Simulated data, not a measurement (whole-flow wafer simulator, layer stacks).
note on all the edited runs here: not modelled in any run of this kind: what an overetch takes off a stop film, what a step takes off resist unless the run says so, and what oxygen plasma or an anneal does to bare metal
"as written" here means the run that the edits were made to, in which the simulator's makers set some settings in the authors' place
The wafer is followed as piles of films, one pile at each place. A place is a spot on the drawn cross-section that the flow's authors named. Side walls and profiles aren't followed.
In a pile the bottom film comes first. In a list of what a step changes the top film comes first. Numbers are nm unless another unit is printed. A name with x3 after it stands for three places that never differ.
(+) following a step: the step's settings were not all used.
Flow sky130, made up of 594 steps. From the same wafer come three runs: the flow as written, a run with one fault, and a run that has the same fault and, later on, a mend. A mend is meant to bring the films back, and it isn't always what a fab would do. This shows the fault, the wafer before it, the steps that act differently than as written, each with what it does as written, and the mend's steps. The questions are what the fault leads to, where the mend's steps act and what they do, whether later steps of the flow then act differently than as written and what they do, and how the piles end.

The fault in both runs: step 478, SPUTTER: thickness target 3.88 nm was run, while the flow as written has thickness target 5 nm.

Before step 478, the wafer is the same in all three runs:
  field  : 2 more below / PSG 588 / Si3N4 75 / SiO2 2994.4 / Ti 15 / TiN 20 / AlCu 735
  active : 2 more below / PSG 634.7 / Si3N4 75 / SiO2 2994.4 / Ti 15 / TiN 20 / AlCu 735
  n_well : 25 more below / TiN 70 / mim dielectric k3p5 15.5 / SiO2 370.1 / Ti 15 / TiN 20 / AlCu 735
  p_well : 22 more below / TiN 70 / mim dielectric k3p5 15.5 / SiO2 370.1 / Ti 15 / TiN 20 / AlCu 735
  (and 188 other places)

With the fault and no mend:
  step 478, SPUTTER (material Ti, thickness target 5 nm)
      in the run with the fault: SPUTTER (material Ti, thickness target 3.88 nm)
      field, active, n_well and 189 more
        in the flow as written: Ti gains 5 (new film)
        in the run with the fault: Ti gains 3.88 (new film)
  Steps further on in the flow that do not act as written (not shown: 9 more steps that differ only slightly, by at most 2% or 0.5 nm, whichever is larger):
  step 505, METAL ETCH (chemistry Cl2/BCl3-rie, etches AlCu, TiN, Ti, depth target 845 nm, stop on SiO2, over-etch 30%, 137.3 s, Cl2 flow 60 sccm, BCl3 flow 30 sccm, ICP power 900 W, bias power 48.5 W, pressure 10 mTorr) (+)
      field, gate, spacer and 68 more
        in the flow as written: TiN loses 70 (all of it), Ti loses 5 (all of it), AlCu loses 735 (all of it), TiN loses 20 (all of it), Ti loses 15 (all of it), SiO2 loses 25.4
        in the run with the fault: TiN loses 70 (all of it), Ti loses 3.88 (all of it), AlCu loses 735 (all of it), TiN loses 20 (all of it), Ti loses 15 (all of it), SiO2 loses 25.5
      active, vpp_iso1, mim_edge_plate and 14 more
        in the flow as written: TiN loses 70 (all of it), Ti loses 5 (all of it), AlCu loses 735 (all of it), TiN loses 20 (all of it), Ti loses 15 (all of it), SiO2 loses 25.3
        in the run with the fault: TiN loses 70 (all of it), Ti loses 3.88 (all of it), AlCu loses 735 (all of it), TiN loses 20 (all of it), Ti loses 15 (all of it), SiO2 loses 25.5
  By the end, the piles at n_well, p_well, gate_hv and 102 more depart from the flow's by more than 2% or 0.5 nm, whichever is larger.
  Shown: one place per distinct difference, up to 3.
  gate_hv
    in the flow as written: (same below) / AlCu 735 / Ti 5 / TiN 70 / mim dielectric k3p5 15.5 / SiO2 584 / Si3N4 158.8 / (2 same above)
    in the run with the fault: (same below) / AlCu 735 / Ti 3.88 / TiN 70 / mim dielectric k3p5 15.5 / SiO2 585.1 / Si3N4 158.8 / (2 same above)
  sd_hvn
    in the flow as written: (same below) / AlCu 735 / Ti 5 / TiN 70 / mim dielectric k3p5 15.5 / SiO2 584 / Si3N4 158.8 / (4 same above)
    in the run with the fault: (same below) / AlCu 735 / Ti 3.88 / TiN 70 / mim dielectric k3p5 15.5 / SiO2 585.1 / Si3N4 158.8 / (4 same above)
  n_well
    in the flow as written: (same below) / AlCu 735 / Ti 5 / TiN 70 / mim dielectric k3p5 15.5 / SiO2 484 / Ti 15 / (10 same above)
    in the run with the fault: (same below) / AlCu 735 / Ti 3.88 / TiN 70 / mim dielectric k3p5 15.5 / SiO2 485.1 / Ti 15 / (10 same above)

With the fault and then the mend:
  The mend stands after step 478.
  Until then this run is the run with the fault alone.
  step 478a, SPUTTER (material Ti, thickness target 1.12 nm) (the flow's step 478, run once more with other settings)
      field, active, n_well and 189 more
        Ti gains 1.12
  Later steps of the flow that are run all act as written at every place that is followed.
  By the end, the piles equal the flow's at every place that both follow.
